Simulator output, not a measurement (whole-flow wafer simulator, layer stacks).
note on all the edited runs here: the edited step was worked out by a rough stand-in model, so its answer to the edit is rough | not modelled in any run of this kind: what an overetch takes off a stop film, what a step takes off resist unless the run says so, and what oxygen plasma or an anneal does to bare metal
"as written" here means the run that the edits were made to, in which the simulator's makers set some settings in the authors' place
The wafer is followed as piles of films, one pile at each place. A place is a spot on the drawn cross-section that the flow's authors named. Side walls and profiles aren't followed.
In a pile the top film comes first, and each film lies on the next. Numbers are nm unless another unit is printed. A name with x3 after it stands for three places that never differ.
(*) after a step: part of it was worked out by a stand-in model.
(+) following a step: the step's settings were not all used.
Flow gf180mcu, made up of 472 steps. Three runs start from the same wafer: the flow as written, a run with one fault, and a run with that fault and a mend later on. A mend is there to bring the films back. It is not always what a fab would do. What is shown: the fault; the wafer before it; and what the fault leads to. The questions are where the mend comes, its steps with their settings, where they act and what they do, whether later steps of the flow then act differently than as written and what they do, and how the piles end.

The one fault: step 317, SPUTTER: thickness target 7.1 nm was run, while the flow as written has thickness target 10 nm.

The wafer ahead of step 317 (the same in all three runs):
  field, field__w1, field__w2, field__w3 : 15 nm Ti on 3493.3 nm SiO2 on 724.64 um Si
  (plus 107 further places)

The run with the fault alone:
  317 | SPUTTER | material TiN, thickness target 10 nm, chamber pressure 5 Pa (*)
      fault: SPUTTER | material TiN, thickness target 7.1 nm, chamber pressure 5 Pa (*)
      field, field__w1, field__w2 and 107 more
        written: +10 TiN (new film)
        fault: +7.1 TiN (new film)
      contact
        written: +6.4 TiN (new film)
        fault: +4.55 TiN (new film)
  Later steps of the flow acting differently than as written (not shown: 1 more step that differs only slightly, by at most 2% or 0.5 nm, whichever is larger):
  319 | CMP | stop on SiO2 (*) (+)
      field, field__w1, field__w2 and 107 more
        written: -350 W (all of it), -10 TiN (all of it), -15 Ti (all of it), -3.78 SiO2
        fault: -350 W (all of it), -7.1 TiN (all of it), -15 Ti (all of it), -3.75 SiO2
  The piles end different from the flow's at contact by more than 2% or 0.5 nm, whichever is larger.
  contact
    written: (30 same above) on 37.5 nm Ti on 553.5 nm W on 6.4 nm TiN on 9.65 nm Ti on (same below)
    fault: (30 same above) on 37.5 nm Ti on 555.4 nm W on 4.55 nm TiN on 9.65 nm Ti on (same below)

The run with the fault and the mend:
  The mend stands after step 317.
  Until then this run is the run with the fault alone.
  317a | SPUTTER | material TiN, thickness target 2.9 nm, chamber pressure 5 Pa (*) (the flow's step 317, run once more with other settings)
      field, field__w1, field__w2 and 107 more
        +2.9 TiN
      contact
        +1.85 TiN
  Later steps of the flow that are run all act as written at every place that is followed.
  The piles end the same as the flow's at every place that both follow.
